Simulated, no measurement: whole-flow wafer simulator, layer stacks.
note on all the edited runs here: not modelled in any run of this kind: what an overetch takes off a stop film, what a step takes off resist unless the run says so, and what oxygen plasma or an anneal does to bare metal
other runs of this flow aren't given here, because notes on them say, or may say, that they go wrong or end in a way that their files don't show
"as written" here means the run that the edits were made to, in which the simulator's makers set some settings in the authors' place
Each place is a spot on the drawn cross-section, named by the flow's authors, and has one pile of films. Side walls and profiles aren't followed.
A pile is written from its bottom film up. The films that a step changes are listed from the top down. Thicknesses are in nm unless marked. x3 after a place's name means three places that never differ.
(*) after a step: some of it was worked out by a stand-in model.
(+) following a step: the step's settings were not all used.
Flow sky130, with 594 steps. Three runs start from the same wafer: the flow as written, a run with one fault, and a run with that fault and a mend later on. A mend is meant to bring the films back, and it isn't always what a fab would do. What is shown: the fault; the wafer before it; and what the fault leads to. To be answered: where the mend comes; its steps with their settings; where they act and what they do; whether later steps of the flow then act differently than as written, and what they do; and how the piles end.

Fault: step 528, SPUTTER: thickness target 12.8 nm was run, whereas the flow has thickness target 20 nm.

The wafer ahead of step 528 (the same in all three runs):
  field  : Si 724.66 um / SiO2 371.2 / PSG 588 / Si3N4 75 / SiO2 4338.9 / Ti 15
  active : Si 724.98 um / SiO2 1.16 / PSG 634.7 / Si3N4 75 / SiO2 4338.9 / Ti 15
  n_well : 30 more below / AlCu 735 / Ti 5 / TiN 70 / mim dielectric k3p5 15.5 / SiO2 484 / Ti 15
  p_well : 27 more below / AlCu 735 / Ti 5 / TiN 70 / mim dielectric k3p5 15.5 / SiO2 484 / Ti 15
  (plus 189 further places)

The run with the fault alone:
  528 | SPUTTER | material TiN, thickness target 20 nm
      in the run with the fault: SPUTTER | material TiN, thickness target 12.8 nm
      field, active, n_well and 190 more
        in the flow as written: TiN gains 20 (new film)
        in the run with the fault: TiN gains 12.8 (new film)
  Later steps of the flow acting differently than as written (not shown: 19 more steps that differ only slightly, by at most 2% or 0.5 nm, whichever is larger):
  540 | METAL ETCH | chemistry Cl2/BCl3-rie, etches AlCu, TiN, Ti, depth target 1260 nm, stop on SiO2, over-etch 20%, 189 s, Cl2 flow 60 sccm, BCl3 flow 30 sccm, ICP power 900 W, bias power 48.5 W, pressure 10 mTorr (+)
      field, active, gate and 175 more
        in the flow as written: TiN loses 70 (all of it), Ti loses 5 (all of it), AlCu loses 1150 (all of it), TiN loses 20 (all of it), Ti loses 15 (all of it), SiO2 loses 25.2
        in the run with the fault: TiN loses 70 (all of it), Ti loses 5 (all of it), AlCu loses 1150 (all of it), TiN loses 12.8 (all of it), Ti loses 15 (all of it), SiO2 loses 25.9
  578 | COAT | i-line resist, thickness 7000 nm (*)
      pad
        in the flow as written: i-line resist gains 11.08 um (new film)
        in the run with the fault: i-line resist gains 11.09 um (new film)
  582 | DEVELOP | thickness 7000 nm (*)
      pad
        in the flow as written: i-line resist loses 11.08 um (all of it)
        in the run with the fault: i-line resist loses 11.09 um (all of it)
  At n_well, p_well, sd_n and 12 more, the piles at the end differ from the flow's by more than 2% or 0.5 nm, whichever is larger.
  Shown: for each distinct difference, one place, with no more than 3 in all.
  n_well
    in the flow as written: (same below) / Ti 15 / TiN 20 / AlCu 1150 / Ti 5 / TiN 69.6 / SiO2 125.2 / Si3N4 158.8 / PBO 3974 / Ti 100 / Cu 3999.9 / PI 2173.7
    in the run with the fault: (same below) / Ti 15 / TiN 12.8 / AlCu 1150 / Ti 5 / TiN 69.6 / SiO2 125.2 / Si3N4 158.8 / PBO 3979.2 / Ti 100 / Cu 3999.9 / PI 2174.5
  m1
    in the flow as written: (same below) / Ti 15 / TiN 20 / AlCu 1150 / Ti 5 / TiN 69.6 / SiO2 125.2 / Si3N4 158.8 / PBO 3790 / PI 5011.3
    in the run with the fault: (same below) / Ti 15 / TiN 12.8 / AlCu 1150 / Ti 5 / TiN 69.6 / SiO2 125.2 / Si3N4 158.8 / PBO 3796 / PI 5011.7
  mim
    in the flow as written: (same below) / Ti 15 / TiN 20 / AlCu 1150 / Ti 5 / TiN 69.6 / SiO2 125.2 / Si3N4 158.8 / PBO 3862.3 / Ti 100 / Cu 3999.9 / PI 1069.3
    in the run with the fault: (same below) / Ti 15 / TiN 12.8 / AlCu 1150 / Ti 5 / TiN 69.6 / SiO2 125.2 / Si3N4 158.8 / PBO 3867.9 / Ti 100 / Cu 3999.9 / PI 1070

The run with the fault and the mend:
  The mend stands after step 528.
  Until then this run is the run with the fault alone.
  528a | SPUTTER | material TiN, thickness target 7.2 nm (the flow's step 528 again, with other settings)
      field, active, n_well and 190 more
        TiN gains 7.2
  Every later step of the flow that is run acts as written at every place that is followed.
  At every place that both follow, the piles at the end match the flow's.
